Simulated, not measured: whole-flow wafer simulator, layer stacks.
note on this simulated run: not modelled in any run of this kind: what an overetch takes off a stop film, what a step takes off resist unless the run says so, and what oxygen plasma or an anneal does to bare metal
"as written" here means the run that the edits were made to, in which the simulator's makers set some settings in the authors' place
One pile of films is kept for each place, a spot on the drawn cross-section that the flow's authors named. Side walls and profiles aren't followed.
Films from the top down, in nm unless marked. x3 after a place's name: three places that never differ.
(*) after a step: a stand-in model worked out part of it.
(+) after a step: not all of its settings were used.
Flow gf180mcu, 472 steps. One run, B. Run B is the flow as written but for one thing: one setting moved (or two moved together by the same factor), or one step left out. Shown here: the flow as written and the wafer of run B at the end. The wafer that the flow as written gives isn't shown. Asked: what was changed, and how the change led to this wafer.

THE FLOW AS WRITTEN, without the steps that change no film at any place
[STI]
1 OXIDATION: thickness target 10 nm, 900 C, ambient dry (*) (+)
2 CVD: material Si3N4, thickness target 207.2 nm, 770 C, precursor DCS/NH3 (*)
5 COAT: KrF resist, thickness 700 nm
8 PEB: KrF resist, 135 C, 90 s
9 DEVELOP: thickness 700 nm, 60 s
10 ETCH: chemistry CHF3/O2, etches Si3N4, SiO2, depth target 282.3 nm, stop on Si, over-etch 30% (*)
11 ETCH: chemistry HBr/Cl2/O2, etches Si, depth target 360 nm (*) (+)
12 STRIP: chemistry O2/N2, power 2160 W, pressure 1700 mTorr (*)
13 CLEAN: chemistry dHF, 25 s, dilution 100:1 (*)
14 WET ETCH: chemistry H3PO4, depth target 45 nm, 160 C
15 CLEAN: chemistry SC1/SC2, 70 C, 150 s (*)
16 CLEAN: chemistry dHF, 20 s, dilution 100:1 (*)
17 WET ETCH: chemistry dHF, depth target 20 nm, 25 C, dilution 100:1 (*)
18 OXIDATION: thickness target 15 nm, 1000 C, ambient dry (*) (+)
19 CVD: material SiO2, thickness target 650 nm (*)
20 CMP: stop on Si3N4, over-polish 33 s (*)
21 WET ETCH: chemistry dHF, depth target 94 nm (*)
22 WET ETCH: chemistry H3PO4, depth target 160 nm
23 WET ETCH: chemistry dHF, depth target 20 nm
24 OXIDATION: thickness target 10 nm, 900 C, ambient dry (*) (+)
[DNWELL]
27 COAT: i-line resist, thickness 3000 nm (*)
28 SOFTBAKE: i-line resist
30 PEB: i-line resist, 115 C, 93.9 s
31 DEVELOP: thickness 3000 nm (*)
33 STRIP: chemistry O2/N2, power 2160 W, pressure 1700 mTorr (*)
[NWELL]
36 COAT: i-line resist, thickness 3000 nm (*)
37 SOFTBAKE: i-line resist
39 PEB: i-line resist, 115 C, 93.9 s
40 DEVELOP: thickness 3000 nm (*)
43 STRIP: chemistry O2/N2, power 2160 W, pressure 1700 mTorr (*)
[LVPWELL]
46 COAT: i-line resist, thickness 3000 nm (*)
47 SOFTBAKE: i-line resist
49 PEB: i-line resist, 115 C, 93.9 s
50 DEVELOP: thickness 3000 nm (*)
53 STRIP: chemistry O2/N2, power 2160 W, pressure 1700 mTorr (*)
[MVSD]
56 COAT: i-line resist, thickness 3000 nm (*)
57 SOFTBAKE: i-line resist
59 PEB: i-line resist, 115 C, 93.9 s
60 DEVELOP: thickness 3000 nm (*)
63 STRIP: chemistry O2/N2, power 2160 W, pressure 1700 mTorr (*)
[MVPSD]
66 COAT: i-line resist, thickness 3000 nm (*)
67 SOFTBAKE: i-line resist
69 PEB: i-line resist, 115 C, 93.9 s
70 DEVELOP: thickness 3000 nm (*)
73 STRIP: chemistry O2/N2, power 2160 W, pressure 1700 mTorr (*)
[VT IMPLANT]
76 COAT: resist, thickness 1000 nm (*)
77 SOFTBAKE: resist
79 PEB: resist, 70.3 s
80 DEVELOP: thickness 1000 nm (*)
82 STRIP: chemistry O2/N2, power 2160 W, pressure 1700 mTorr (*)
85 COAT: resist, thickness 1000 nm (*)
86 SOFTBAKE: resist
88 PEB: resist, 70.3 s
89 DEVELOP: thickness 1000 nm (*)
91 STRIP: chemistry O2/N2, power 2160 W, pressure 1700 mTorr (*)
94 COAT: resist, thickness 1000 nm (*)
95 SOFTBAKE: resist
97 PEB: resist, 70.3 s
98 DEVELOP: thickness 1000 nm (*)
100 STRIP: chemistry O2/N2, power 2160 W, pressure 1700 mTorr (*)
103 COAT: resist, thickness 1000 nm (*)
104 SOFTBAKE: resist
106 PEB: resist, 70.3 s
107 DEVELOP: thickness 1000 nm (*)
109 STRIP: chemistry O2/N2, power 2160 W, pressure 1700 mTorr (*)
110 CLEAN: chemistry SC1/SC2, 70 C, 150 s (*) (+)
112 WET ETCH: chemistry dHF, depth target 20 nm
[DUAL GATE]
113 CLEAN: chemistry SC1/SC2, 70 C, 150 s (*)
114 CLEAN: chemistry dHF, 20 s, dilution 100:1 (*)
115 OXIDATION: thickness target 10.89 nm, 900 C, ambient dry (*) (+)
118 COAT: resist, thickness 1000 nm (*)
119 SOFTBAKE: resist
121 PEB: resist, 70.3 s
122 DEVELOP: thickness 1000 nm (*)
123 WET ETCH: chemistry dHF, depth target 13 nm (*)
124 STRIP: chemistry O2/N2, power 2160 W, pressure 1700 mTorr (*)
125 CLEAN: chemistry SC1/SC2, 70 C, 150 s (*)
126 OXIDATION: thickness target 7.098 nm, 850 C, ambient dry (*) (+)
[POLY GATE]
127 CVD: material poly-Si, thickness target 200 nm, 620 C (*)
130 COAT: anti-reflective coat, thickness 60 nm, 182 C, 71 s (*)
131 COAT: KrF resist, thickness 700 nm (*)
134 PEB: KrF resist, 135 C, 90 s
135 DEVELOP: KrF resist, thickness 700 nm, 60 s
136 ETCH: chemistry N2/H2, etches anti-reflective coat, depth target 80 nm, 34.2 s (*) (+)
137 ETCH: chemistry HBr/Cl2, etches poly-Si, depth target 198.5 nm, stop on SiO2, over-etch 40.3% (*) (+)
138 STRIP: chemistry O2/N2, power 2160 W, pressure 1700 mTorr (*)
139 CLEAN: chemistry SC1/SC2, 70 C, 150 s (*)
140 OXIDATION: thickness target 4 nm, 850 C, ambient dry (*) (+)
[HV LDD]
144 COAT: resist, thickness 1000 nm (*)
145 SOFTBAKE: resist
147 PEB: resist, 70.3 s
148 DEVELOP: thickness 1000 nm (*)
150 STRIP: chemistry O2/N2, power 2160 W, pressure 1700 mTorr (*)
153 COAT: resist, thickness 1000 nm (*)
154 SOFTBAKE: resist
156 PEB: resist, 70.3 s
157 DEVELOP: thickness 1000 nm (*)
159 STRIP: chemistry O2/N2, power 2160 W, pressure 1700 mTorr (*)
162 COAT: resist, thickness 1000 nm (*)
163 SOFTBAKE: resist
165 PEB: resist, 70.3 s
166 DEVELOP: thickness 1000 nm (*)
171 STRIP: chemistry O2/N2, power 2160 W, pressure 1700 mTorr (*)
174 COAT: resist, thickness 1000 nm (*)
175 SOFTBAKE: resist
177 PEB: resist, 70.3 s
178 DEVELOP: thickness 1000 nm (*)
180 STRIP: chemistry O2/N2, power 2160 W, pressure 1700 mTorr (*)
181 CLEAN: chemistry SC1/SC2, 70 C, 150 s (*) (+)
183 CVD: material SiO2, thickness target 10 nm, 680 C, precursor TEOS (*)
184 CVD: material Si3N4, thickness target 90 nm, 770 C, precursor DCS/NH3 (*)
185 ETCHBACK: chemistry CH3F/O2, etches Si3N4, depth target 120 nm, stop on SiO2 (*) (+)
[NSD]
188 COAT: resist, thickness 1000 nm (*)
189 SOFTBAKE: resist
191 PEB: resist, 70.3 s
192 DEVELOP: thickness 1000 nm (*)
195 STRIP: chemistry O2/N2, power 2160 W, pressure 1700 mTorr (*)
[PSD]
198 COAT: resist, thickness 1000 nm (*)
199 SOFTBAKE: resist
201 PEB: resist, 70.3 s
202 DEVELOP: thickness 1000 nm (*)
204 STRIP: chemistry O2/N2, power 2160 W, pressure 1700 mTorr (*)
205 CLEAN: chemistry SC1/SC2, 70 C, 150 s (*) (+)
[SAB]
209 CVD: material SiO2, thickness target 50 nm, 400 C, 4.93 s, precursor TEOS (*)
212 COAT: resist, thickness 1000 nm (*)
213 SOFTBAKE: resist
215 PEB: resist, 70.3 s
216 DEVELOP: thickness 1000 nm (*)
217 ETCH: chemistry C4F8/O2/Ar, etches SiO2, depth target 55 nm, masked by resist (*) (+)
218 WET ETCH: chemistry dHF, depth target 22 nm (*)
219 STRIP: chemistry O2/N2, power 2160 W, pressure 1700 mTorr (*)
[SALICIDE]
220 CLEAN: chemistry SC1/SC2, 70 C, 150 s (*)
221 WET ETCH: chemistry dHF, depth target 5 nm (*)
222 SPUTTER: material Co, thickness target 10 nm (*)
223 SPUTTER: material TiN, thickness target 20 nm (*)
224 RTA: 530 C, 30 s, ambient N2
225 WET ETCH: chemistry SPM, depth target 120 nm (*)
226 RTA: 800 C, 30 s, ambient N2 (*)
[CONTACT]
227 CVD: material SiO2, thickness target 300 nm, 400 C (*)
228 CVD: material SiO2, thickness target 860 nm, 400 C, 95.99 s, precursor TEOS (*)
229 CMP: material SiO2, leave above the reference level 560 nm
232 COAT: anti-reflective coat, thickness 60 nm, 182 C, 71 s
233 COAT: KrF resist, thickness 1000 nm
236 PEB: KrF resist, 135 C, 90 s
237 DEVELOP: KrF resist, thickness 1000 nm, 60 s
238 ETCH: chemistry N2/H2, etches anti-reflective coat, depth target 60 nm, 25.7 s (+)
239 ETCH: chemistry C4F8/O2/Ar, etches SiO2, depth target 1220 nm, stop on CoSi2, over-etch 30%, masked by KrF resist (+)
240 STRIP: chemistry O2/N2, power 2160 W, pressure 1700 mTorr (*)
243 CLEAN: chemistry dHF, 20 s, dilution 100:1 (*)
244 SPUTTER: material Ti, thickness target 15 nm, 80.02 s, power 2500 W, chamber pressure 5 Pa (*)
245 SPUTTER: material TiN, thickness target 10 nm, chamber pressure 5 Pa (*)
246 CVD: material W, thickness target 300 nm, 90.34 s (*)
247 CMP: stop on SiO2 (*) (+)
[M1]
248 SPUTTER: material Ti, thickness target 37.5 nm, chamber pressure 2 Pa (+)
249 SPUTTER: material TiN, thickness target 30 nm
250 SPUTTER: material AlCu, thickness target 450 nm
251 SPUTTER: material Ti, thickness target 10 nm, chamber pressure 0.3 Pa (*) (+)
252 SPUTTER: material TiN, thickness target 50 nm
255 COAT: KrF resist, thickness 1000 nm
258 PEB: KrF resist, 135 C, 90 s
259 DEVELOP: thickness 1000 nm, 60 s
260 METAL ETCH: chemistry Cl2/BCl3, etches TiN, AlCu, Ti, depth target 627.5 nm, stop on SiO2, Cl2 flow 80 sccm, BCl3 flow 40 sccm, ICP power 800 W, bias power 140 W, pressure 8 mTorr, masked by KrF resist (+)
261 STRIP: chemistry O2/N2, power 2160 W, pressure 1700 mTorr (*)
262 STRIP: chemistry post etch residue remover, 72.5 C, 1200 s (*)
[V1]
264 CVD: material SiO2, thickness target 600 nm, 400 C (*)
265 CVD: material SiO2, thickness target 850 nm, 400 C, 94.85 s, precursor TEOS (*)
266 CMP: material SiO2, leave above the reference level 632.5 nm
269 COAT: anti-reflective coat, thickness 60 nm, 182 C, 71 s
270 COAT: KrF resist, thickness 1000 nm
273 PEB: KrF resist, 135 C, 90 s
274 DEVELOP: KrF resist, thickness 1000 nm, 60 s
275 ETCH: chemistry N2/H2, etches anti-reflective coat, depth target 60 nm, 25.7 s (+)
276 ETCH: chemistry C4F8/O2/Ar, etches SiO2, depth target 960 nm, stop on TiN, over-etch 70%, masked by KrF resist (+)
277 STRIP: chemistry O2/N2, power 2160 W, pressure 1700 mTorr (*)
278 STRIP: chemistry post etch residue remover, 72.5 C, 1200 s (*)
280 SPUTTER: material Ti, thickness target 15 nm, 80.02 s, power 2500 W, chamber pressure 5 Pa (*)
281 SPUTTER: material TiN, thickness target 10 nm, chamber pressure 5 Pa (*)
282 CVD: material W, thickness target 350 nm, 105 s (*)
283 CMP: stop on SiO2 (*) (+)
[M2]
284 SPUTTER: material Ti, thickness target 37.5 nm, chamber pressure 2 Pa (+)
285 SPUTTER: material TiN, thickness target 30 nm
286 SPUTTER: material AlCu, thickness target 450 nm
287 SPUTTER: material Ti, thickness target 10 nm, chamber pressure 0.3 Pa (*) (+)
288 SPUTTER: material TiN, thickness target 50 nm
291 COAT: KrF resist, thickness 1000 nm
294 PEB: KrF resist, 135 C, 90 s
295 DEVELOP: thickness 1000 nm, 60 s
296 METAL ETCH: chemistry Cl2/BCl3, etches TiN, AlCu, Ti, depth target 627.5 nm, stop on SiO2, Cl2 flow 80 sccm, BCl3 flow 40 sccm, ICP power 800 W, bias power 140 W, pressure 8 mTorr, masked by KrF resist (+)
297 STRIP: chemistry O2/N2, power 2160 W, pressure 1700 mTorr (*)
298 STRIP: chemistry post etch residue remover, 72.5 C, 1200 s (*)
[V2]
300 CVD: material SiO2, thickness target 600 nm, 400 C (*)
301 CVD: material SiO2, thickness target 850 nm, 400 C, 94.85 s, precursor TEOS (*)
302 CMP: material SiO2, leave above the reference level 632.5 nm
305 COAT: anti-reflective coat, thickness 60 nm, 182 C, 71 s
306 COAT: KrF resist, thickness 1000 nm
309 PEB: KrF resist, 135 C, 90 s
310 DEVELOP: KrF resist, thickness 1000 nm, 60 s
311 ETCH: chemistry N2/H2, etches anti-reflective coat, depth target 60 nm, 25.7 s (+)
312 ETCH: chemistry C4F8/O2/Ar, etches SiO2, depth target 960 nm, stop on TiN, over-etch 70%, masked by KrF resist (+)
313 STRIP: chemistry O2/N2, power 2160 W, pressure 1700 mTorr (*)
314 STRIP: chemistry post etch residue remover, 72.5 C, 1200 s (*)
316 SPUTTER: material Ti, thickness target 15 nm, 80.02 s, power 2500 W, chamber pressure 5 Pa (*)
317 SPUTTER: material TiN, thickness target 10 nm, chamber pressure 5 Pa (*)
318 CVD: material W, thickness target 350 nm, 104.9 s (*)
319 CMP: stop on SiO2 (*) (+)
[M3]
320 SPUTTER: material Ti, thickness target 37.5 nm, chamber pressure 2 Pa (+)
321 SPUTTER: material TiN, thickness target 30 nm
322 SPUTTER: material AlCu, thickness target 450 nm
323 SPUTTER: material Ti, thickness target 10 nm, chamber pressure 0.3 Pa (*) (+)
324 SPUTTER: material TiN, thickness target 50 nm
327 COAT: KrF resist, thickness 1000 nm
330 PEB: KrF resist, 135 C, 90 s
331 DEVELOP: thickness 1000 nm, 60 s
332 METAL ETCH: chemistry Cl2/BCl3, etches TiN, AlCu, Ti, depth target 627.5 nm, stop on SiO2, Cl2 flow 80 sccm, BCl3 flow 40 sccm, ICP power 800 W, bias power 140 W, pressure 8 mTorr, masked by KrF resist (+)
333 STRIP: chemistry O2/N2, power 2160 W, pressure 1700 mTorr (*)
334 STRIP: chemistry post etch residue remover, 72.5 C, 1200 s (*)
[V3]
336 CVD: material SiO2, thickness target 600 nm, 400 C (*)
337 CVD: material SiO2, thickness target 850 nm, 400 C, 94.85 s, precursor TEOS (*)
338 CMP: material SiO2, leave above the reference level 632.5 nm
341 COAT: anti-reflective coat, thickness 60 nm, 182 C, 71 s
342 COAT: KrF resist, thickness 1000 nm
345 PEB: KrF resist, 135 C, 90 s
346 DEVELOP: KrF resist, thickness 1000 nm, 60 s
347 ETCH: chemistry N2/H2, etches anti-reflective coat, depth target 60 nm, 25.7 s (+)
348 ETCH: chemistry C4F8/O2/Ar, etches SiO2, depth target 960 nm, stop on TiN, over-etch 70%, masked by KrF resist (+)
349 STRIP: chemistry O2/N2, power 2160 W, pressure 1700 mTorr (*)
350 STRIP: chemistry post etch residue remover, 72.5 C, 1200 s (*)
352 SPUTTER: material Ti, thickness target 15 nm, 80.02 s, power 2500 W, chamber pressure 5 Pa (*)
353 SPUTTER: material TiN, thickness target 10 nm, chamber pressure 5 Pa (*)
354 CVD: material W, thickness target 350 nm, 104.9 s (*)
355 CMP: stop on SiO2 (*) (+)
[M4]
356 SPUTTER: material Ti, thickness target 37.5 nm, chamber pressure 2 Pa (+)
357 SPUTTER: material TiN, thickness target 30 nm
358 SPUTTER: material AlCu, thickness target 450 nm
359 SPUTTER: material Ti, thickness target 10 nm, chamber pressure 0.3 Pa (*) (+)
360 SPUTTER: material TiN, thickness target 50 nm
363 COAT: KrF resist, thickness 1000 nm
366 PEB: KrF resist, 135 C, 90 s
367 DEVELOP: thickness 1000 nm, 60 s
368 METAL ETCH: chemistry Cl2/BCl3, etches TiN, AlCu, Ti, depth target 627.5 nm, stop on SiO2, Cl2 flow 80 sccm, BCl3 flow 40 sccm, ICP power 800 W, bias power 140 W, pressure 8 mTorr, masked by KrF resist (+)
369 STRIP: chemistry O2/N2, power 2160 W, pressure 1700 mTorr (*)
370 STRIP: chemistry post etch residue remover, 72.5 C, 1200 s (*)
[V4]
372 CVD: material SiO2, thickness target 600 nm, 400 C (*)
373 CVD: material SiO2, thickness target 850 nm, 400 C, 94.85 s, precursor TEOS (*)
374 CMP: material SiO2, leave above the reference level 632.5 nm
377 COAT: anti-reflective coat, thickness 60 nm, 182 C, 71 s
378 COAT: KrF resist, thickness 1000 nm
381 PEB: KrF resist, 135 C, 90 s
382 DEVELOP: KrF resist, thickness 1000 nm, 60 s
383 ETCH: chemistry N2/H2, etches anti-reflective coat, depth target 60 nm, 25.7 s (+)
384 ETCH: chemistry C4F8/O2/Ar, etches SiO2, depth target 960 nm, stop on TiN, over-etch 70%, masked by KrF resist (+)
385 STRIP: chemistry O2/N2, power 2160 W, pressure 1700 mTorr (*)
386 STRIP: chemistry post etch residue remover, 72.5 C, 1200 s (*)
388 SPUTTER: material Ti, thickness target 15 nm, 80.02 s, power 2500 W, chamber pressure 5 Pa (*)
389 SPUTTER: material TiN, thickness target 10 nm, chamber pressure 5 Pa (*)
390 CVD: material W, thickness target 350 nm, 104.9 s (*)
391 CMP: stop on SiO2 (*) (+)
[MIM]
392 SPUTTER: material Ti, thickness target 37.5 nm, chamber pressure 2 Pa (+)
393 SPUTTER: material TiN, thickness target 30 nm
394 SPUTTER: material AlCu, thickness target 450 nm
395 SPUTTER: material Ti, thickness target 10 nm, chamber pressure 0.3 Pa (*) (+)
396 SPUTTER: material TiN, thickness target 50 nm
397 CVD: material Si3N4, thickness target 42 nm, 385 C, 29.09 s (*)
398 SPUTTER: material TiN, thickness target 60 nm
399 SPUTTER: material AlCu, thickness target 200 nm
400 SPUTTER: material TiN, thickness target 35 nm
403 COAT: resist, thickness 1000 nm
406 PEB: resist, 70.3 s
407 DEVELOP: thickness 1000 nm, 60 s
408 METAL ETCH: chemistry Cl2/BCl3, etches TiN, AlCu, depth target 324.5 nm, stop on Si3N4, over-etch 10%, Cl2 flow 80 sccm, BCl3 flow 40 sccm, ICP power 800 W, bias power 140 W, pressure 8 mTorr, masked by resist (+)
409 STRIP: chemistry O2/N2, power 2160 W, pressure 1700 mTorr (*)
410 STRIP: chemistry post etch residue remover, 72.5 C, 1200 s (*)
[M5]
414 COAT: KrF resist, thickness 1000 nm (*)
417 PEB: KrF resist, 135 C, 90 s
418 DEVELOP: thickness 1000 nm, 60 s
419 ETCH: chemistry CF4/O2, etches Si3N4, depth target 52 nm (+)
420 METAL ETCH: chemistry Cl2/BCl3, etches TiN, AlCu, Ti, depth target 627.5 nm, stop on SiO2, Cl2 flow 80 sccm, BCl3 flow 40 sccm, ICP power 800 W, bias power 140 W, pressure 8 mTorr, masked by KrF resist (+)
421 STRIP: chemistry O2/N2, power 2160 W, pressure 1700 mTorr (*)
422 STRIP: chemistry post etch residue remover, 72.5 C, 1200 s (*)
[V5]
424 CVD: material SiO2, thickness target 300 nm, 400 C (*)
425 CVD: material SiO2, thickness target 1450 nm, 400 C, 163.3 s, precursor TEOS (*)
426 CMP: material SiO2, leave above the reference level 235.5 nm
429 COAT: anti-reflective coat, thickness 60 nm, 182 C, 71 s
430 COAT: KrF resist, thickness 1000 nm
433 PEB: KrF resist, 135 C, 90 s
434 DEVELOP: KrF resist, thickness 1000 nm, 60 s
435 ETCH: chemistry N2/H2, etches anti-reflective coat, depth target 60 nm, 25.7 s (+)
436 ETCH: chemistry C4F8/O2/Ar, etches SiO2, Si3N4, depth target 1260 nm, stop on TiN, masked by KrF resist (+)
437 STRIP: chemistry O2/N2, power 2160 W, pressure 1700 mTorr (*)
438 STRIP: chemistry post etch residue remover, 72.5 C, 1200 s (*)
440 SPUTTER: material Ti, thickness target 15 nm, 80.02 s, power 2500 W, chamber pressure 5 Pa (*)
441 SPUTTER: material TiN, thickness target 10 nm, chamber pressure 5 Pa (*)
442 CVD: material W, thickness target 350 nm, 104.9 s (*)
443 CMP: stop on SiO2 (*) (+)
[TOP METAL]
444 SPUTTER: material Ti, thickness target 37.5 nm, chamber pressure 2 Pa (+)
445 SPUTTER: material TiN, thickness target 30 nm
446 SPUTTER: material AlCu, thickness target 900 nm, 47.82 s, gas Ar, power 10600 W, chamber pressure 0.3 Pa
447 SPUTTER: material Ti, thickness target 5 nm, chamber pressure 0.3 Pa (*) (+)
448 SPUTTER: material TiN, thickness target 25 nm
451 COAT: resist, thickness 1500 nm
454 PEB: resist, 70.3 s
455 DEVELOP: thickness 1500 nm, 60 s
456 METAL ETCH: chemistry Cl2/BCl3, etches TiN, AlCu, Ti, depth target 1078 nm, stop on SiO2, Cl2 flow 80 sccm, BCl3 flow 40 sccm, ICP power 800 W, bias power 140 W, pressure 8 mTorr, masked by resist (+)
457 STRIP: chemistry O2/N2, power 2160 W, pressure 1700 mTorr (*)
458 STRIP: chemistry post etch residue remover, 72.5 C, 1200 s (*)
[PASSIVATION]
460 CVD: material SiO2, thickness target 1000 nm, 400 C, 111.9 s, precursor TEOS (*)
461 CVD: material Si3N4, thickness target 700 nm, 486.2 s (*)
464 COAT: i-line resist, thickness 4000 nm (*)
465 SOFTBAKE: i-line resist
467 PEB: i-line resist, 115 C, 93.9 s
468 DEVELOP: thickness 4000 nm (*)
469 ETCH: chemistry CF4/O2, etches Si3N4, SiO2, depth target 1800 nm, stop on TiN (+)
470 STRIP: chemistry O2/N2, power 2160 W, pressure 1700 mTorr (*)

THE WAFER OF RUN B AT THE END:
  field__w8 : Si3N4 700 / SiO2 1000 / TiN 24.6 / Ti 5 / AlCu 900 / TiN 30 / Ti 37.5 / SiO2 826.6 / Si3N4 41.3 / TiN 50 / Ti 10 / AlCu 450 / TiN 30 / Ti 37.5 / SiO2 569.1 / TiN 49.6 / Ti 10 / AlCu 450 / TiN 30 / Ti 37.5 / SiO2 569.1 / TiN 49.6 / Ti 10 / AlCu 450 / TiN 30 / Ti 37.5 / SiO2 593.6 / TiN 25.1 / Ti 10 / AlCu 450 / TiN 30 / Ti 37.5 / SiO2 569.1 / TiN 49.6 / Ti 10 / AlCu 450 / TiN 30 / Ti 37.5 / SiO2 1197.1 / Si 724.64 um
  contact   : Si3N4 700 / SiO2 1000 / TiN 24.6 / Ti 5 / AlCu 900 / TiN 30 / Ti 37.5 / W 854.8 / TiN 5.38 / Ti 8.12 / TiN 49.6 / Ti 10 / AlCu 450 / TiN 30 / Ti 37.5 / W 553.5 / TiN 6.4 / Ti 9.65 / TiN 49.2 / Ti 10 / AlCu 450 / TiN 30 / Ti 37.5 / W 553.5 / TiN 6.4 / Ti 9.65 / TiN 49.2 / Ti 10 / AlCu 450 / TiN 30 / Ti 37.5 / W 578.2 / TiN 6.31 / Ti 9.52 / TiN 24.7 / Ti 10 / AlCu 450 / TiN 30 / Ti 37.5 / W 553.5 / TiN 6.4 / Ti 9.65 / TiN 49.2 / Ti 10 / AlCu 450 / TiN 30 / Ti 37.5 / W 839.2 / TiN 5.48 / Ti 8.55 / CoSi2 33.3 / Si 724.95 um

The cause: step 288, SPUTTER: thickness target 25.5 nm was run, where the flow has thickness target 50 nm.

How the change led to this, step by step:
  288 SPUTTER: material TiN, thickness target 50 nm
      field, field__w1, field__w2 and 108 more: TiN +25.5 (new film) (as written it would be: TiN +50 (new film))
  296 METAL ETCH: chemistry Cl2/BCl3, etches TiN, AlCu, Ti, depth target 627.5 nm, stop on SiO2, Cl2 flow 80 sccm, BCl3 flow 40 sccm, ICP power 800 W, bias power 140 W, pressure 8 mTorr, masked by KrF resist (+)
      field, field__w1, field__w2 and 103 more: TiN -25.5 (all of it), Ti -10 (all of it), AlCu -450 (all of it), TiN -30 (all of it), Ti -37.5 (all of it) (as written it would be: TiN -50 (all of it), Ti -10 (all of it), AlCu -450 (all of it), TiN -30 (all of it), Ti -37.5 (all of it))
  302 CMP: material SiO2, leave above the reference level 632.5 nm
      field__w8, contact, m1, m1__w1, m1_nw: SiO2 -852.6 (as written it would be: SiO2 -877.1)
  312 ETCH: chemistry C4F8/O2/Ar, etches SiO2, depth target 960 nm, stop on TiN, over-etch 70%, masked by KrF resist (+)
      contact: SiO2 -597 (all of it) (as written it would be: SiO2 -572.5 (all of it))
  318 CVD: material W, thickness target 350 nm, 104.9 s (*)
      contact: W +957 (new film) (as written it would be: W +932.3 (new film))
